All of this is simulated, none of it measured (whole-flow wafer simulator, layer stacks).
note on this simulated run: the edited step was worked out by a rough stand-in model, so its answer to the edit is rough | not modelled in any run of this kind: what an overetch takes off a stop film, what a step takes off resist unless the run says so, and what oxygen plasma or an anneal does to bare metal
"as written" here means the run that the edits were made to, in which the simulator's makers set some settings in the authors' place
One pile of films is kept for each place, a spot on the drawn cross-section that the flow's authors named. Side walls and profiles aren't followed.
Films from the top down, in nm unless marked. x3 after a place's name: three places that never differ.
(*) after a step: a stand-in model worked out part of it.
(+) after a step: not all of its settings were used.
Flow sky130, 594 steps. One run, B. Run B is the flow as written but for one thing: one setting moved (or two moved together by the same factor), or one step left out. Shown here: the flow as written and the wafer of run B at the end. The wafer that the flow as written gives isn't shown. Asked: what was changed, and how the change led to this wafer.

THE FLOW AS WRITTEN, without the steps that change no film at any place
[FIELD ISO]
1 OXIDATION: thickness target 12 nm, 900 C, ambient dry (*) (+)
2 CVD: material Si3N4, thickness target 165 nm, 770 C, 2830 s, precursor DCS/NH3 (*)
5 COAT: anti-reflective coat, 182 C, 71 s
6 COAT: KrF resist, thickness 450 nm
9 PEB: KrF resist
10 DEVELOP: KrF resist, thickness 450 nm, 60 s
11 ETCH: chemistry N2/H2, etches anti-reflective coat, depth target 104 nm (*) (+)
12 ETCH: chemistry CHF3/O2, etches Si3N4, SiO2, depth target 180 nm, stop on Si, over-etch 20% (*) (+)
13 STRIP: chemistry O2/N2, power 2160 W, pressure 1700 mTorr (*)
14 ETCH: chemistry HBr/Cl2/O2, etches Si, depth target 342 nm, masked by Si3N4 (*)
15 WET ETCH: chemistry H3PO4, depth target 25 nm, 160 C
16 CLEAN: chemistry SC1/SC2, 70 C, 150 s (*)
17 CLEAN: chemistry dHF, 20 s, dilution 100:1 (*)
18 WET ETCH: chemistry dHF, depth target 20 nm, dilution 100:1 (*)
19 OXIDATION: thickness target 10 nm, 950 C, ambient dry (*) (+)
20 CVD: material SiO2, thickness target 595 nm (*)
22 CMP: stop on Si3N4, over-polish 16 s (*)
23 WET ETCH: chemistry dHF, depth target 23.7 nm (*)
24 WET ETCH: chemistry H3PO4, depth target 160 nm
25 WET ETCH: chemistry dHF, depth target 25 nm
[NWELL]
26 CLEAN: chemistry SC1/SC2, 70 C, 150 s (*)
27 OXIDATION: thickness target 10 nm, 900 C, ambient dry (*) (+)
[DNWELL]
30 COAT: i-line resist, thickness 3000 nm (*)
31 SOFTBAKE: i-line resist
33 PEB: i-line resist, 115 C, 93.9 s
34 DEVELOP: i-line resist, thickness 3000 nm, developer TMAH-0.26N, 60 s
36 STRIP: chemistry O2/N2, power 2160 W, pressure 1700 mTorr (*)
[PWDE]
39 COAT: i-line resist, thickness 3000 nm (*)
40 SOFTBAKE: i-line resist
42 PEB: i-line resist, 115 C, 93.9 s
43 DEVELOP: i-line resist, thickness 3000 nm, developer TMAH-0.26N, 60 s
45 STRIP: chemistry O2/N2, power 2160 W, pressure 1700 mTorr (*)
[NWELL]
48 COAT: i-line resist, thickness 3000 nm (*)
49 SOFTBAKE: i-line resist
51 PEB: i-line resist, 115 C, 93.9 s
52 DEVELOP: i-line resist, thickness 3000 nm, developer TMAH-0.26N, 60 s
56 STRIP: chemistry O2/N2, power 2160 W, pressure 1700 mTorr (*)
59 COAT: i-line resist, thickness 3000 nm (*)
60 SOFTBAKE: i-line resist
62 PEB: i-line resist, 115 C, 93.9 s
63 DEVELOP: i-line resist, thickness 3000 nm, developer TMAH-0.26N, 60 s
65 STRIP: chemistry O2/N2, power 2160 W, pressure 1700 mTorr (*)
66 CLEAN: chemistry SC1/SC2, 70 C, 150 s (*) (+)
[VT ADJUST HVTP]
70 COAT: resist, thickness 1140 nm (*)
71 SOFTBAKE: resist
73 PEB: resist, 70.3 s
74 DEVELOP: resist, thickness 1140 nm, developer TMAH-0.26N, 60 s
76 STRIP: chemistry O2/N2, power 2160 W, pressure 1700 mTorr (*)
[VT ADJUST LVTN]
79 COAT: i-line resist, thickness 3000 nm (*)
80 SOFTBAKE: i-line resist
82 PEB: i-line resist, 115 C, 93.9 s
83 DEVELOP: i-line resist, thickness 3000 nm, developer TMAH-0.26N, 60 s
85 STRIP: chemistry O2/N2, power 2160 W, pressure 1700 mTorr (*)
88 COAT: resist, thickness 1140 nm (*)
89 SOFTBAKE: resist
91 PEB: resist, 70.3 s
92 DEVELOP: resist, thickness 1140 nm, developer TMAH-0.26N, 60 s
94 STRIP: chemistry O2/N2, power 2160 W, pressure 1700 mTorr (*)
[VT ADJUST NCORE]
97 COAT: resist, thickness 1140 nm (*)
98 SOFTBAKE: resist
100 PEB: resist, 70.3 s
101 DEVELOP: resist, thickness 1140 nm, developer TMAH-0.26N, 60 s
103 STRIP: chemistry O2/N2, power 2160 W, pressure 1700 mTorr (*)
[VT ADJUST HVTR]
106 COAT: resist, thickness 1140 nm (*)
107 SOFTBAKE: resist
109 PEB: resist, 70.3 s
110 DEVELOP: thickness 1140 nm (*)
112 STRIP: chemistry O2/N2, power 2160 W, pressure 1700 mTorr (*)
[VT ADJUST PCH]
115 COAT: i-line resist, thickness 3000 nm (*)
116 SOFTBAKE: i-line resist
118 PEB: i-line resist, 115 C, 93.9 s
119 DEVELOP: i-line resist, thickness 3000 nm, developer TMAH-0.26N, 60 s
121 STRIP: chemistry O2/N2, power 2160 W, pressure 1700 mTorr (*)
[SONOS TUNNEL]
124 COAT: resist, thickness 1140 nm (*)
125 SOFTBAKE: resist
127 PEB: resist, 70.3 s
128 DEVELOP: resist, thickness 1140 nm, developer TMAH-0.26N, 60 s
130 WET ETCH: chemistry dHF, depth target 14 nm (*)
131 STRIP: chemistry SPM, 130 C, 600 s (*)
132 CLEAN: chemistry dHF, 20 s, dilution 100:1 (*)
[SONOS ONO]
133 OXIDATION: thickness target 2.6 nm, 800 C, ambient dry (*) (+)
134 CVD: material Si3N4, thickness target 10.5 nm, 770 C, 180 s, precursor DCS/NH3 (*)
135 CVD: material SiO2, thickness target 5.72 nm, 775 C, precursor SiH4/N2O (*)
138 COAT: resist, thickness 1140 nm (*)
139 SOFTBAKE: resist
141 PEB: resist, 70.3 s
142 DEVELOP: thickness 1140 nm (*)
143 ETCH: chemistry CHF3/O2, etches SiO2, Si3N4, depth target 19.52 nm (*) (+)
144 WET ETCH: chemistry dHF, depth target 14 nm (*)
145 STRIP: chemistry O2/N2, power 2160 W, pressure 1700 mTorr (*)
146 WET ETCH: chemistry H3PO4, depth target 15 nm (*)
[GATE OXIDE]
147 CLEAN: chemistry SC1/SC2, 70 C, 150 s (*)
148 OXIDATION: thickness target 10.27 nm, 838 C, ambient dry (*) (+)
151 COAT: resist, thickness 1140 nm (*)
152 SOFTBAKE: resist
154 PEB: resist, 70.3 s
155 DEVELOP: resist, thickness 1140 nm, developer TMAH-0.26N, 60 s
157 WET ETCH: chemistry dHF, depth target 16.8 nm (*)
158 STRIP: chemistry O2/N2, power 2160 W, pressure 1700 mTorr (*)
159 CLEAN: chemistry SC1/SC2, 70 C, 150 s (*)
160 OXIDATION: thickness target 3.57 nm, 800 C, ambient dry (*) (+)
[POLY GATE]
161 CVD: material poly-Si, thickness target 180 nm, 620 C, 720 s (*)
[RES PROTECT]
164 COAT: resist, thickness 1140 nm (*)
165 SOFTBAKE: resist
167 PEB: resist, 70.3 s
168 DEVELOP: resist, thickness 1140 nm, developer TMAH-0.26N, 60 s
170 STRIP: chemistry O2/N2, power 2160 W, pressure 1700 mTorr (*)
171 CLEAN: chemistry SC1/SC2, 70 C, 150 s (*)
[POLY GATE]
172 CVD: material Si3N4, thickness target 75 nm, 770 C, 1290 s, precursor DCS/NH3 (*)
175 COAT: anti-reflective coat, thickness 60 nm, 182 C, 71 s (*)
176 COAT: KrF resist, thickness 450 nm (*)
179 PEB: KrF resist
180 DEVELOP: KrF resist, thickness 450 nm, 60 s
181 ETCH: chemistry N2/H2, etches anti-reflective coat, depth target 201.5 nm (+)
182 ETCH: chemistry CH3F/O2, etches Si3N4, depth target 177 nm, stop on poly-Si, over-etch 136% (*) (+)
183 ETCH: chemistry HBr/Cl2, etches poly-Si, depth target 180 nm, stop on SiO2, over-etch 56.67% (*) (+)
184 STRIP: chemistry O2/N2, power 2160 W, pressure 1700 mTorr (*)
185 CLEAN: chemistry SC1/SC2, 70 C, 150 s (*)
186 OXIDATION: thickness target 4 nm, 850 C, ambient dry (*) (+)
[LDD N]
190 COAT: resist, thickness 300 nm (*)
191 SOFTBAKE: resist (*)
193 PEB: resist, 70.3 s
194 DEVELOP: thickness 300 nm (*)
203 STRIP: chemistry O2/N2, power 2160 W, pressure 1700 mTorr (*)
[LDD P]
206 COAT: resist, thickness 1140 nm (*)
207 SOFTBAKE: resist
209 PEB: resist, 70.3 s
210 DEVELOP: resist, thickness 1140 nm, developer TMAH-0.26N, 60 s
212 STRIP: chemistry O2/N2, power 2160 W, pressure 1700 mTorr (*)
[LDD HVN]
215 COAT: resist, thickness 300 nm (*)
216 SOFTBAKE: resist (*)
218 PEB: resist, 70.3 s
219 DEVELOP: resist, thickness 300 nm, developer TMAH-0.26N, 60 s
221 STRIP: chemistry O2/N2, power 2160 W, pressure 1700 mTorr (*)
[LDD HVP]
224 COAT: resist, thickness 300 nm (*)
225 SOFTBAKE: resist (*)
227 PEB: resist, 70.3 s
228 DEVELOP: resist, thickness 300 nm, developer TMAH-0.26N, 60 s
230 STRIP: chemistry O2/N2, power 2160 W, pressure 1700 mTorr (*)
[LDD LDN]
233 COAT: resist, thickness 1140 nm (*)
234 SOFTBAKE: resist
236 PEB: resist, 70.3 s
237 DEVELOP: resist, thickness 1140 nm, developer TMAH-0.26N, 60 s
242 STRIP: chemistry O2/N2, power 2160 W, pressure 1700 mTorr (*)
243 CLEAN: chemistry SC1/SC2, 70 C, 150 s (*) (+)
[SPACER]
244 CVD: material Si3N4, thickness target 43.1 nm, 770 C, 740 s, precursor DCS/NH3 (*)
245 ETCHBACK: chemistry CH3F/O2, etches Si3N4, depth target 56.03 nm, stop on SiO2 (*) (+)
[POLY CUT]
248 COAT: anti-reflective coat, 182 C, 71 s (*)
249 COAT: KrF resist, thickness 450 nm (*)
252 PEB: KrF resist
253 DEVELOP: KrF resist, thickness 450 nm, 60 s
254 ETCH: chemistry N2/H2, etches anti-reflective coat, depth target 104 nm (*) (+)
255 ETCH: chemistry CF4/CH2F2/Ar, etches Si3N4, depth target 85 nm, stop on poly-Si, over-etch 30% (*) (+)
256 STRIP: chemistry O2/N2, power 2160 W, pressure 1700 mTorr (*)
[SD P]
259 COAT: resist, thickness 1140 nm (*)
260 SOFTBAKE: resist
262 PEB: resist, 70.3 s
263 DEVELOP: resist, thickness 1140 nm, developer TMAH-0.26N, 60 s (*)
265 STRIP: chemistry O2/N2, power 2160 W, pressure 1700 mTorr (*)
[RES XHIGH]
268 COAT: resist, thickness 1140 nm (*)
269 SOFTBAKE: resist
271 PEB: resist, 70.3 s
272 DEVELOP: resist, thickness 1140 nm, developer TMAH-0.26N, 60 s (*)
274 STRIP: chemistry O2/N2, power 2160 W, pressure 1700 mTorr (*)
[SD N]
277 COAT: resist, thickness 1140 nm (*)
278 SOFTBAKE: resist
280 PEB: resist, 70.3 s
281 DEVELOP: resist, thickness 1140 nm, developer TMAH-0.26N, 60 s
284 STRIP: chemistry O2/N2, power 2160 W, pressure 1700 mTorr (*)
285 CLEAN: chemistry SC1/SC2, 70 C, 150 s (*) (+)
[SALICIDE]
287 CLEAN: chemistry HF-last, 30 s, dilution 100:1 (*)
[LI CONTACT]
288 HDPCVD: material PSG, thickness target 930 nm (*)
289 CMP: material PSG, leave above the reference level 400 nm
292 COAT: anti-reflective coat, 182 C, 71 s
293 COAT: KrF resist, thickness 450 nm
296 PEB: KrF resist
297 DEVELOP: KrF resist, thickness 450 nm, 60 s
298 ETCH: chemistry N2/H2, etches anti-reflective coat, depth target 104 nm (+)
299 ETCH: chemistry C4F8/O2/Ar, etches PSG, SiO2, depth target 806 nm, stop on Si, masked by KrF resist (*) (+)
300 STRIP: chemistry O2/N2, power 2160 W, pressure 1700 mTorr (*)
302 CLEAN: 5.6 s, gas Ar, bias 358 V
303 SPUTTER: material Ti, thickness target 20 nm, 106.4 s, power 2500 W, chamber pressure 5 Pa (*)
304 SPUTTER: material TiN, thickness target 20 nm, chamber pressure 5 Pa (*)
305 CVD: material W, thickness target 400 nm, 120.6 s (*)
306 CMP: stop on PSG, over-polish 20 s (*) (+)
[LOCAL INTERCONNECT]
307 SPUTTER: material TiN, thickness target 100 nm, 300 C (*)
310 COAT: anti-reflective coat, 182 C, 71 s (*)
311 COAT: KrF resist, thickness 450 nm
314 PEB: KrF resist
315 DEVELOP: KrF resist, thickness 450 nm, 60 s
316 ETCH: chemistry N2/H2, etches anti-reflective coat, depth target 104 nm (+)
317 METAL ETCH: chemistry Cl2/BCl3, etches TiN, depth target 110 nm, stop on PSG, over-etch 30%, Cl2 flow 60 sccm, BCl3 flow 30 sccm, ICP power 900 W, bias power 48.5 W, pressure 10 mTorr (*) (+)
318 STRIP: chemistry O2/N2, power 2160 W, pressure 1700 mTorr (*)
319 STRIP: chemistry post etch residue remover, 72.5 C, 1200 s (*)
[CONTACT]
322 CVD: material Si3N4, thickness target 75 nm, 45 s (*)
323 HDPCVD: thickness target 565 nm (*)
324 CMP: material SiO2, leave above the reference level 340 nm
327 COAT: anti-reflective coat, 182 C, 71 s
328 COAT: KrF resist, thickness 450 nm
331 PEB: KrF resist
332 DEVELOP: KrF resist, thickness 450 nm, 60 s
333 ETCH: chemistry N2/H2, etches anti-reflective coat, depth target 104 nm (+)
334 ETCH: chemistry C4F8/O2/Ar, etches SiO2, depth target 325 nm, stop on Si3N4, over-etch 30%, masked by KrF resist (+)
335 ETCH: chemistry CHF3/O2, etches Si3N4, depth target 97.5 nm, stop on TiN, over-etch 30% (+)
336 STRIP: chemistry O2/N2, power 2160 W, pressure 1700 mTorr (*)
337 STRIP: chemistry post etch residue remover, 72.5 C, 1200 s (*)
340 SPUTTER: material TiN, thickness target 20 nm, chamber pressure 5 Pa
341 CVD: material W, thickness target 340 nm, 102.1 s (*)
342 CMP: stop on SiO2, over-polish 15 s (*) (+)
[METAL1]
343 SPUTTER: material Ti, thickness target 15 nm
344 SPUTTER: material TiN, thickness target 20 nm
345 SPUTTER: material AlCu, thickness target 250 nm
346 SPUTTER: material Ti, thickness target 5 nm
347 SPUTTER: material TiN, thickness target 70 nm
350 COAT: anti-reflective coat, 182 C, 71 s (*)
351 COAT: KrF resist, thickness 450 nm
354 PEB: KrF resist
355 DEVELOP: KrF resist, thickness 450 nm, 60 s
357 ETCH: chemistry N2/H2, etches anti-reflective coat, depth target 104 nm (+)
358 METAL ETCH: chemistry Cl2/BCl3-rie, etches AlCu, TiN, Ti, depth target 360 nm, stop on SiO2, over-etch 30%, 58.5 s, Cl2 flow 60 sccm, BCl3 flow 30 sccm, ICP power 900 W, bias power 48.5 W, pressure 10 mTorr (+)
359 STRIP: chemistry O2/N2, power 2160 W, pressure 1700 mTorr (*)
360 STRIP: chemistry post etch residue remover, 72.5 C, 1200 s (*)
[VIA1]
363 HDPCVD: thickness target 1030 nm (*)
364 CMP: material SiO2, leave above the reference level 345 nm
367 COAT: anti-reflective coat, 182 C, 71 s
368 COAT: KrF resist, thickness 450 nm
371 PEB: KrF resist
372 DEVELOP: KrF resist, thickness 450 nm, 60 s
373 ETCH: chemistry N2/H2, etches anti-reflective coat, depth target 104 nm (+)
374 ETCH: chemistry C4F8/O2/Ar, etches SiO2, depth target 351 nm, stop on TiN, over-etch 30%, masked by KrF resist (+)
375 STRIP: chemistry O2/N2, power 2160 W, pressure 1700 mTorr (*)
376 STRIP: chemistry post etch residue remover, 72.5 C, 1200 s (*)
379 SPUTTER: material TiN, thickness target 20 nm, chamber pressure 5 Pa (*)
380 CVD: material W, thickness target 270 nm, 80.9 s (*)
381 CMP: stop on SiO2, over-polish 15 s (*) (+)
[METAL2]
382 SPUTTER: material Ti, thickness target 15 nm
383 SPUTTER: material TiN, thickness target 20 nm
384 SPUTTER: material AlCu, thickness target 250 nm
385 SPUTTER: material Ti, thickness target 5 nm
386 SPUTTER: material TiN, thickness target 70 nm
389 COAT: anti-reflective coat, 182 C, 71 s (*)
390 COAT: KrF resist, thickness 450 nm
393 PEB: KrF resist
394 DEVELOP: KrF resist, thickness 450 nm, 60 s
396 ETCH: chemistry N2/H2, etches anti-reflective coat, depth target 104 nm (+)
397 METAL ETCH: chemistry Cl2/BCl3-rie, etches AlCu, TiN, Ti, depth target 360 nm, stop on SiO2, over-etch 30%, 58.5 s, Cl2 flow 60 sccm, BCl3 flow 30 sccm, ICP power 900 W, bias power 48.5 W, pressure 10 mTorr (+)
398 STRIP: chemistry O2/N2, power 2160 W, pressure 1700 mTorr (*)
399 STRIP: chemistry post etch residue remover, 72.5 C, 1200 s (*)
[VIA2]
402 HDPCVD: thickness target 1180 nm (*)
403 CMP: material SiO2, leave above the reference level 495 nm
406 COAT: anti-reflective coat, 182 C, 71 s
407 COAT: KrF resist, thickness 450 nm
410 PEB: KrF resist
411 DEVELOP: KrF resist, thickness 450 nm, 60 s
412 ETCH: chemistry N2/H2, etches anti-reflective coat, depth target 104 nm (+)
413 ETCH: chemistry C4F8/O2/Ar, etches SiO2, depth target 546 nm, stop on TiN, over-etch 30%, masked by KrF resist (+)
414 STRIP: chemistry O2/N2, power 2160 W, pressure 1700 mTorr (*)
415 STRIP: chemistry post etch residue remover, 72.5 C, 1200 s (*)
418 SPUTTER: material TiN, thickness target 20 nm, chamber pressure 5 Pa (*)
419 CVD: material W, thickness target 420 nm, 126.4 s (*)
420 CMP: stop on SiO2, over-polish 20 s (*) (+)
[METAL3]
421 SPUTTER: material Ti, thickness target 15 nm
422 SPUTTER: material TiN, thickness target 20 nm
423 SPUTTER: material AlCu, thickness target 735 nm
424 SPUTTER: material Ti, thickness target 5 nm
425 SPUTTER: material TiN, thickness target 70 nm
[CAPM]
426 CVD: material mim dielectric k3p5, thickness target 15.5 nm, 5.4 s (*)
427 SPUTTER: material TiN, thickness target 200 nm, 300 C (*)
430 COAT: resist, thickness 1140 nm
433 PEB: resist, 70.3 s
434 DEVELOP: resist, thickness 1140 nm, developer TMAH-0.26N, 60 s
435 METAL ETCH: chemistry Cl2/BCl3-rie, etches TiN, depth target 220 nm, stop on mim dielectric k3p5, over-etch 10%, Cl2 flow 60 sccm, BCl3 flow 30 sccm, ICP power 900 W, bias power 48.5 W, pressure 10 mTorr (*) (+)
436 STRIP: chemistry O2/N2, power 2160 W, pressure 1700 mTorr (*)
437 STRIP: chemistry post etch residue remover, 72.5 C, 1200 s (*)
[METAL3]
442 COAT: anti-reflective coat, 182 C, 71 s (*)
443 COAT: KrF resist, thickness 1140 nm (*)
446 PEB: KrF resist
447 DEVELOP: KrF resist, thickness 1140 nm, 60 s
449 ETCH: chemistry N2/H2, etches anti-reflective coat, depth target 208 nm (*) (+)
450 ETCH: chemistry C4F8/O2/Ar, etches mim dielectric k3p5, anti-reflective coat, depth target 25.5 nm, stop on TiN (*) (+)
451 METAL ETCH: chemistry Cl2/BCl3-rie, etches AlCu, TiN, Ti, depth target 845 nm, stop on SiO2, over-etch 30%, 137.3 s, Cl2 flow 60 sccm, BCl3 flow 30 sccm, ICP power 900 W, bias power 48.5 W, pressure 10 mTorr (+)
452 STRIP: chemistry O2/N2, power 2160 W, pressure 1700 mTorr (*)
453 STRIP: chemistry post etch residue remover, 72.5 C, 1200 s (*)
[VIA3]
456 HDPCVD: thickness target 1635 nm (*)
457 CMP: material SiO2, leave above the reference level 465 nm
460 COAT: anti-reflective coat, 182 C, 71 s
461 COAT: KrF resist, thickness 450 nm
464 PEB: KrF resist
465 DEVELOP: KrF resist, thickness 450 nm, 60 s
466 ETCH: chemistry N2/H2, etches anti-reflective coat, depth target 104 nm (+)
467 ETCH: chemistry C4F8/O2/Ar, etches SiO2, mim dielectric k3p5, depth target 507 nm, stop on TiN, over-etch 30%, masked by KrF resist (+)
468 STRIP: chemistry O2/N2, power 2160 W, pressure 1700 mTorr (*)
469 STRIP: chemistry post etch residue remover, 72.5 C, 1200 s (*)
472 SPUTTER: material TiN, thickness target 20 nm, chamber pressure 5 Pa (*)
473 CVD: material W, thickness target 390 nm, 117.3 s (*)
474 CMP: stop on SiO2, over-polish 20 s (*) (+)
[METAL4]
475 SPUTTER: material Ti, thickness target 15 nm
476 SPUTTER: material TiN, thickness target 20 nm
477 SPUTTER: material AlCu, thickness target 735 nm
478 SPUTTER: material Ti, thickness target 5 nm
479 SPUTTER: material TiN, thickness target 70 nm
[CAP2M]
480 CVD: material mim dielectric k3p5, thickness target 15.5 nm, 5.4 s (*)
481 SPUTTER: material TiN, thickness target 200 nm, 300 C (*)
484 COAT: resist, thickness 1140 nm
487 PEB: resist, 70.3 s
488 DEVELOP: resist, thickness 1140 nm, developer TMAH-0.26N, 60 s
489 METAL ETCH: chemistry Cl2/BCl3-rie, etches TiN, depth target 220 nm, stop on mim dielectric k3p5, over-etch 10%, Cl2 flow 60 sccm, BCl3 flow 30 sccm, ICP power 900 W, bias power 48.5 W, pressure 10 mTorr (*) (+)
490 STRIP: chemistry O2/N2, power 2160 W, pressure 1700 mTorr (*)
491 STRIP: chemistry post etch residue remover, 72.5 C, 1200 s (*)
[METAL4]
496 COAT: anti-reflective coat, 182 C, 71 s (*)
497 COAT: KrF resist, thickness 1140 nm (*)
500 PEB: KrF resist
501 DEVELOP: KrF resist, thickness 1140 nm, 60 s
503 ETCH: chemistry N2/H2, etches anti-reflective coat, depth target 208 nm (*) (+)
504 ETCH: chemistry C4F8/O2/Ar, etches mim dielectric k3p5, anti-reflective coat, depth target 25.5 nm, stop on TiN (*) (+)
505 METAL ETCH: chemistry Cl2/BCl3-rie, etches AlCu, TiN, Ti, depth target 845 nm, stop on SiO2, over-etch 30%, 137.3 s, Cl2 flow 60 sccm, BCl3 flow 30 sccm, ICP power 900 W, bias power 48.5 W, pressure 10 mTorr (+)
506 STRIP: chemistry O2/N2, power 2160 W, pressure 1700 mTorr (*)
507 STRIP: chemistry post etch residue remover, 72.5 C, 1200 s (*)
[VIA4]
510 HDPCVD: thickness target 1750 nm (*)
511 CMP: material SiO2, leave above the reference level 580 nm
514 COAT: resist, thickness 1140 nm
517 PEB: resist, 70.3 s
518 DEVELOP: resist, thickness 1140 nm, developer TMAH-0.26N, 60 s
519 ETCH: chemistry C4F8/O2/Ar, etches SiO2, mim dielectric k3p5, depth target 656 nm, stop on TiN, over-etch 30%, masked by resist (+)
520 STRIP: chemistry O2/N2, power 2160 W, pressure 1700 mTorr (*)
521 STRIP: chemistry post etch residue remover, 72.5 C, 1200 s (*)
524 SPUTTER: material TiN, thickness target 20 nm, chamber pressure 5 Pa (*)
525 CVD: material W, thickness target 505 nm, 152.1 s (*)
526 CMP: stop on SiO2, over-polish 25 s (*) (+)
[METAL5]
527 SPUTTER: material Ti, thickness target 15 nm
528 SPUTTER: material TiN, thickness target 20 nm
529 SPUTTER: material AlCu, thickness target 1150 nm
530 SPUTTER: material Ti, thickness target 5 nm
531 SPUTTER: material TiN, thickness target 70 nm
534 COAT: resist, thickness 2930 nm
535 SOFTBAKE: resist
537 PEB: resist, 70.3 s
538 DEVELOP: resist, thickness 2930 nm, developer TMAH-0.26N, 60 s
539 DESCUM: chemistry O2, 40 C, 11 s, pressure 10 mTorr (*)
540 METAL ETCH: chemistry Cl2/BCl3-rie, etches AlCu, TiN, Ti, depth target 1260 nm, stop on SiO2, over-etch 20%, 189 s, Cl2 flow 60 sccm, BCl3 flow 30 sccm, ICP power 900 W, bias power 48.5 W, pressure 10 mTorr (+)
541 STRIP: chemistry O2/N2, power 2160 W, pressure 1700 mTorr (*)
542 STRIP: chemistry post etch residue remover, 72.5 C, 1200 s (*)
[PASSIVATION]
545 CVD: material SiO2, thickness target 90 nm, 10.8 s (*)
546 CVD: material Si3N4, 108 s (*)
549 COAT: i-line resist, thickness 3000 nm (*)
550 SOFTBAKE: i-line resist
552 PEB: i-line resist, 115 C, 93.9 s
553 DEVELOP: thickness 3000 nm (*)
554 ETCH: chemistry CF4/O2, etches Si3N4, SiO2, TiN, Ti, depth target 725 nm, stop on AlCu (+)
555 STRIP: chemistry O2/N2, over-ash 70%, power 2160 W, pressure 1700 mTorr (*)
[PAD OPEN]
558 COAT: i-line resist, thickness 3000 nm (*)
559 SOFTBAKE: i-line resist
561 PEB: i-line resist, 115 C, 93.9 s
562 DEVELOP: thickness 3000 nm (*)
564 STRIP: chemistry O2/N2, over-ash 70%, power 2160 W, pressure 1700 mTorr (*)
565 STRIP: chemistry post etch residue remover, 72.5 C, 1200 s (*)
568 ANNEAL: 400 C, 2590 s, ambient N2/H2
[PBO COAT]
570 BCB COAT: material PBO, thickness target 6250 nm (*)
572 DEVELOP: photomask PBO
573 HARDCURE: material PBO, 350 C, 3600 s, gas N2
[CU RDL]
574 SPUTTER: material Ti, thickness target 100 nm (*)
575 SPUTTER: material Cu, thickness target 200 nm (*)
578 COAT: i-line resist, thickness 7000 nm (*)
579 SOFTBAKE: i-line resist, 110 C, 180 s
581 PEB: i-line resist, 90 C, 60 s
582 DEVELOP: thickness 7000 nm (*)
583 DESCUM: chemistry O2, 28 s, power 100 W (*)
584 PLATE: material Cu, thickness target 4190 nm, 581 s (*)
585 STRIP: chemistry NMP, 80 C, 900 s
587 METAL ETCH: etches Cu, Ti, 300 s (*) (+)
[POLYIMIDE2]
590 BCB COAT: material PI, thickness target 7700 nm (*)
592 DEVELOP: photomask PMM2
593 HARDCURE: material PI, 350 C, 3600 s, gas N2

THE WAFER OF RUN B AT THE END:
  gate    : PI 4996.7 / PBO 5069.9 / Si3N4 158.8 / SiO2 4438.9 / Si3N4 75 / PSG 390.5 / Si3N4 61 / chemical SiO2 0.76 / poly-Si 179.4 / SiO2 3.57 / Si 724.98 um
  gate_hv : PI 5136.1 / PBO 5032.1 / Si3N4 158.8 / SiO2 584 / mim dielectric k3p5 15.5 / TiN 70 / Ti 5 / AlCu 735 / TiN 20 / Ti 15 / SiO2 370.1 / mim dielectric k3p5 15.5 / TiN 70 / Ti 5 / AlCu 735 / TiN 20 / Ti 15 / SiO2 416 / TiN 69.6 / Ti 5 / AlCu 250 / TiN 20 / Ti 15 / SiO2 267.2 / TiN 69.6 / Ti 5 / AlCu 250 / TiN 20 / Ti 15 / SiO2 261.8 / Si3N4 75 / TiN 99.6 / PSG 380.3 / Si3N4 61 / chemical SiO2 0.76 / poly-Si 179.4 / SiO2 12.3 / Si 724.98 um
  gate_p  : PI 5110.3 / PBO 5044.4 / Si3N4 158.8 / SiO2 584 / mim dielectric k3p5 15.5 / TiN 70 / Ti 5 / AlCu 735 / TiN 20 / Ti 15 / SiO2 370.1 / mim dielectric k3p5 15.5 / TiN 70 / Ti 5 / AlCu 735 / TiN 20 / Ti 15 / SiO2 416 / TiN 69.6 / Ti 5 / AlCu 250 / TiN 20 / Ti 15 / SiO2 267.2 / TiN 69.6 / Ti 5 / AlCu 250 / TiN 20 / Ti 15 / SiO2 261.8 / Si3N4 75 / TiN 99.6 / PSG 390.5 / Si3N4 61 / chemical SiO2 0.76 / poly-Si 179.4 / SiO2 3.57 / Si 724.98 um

The cause: step 148, OXIDATION: thickness target 11.81 nm was run, where the flow has thickness target 10.27 nm.

How the change led to this, step by step:
  148 OXIDATION: thickness target 10.27 nm, 838 C, ambient dry (*) (+)
      active, n_well, p_well and 98 more: SiO2 +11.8 (new film), chemical SiO2 -0.76 (all of it), Si -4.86 (as written it would be: SiO2 +10.3 (new film), chemical SiO2 -0.76 (all of it), Si -4.18)
  157 WET ETCH: chemistry dHF, depth target 16.8 nm (*)
      active, n_well, p_well and 58 more: SiO2 -11.8 (all of it) (as written it would be: SiO2 -10.3 (all of it))
  248 COAT: anti-reflective coat, 182 C, 71 s (*)
      m1: anti-reflective coat +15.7 (new film) (as written it would be: anti-reflective coat +16.3 (new film))
  256 STRIP: chemistry O2/N2, power 2160 W, pressure 1700 mTorr (*)
      m1: KrF resist -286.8 (all of it), anti-reflective coat -15.7 (all of it) (as written it would be: KrF resist -287.2 (all of it), anti-reflective coat -16.3 (all of it))
  306 CMP: stop on PSG, over-polish 20 s (*) (+)
      poly_licon: W -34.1 (as written it would be: W -33.3)
